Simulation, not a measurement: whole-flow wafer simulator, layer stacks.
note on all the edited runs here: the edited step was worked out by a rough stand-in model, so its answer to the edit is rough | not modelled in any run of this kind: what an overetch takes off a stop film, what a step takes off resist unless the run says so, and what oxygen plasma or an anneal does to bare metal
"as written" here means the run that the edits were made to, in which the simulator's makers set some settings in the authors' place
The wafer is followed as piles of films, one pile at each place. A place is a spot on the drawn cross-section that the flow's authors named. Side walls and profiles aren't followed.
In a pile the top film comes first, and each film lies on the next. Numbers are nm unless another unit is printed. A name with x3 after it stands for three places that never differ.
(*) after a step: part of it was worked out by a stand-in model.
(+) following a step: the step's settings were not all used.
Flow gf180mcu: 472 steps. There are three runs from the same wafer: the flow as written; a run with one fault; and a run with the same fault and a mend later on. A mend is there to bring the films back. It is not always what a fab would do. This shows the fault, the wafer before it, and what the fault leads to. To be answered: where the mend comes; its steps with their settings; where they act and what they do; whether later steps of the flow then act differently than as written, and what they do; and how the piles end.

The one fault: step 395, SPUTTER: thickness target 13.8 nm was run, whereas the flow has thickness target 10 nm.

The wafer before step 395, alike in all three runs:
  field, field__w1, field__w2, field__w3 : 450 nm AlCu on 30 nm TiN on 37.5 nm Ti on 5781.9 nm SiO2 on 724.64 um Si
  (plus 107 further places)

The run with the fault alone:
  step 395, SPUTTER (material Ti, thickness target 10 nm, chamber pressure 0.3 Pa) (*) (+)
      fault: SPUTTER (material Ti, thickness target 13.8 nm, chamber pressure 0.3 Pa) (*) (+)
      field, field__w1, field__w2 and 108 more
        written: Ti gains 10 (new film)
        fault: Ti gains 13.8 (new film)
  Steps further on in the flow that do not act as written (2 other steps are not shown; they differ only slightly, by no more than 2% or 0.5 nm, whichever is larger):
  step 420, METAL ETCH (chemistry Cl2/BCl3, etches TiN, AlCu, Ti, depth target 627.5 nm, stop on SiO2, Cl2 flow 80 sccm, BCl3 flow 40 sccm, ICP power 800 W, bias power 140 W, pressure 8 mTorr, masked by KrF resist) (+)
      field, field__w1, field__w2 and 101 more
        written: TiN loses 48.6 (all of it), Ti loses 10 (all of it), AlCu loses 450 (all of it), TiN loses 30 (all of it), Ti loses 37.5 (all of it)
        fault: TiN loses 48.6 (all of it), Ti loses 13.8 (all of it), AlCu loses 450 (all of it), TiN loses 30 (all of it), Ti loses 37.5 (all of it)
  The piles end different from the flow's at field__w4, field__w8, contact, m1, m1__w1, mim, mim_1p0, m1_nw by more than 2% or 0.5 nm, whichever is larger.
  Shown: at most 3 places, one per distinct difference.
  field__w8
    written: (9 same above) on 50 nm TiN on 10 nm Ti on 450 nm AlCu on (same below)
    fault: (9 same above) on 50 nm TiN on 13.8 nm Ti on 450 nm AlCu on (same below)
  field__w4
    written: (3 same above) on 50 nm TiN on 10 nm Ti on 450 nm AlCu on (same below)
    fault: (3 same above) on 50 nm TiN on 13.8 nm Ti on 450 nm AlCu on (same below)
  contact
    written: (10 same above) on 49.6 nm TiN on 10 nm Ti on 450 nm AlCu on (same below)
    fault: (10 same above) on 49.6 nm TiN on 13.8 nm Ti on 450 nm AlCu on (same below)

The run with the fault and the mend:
  The mend follows step 395.
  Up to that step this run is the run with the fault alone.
  step 395a, METAL ETCH (chemistry Cl2/BCl3, etches TiN, AlCu, Ti, depth target 3.8 nm, Cl2 flow 80 sccm, BCl3 flow 40 sccm, ICP power 800 W, bias power 140 W, pressure 8 mTorr) (the flow's step 260 again, with other settings)
      field, field__w1, field__w2 and 108 more
        Ti loses 3.8
  None of the later steps of the flow acts differently than as written at any place that is followed.
  The piles end the same as the flow's at every place that both follow.
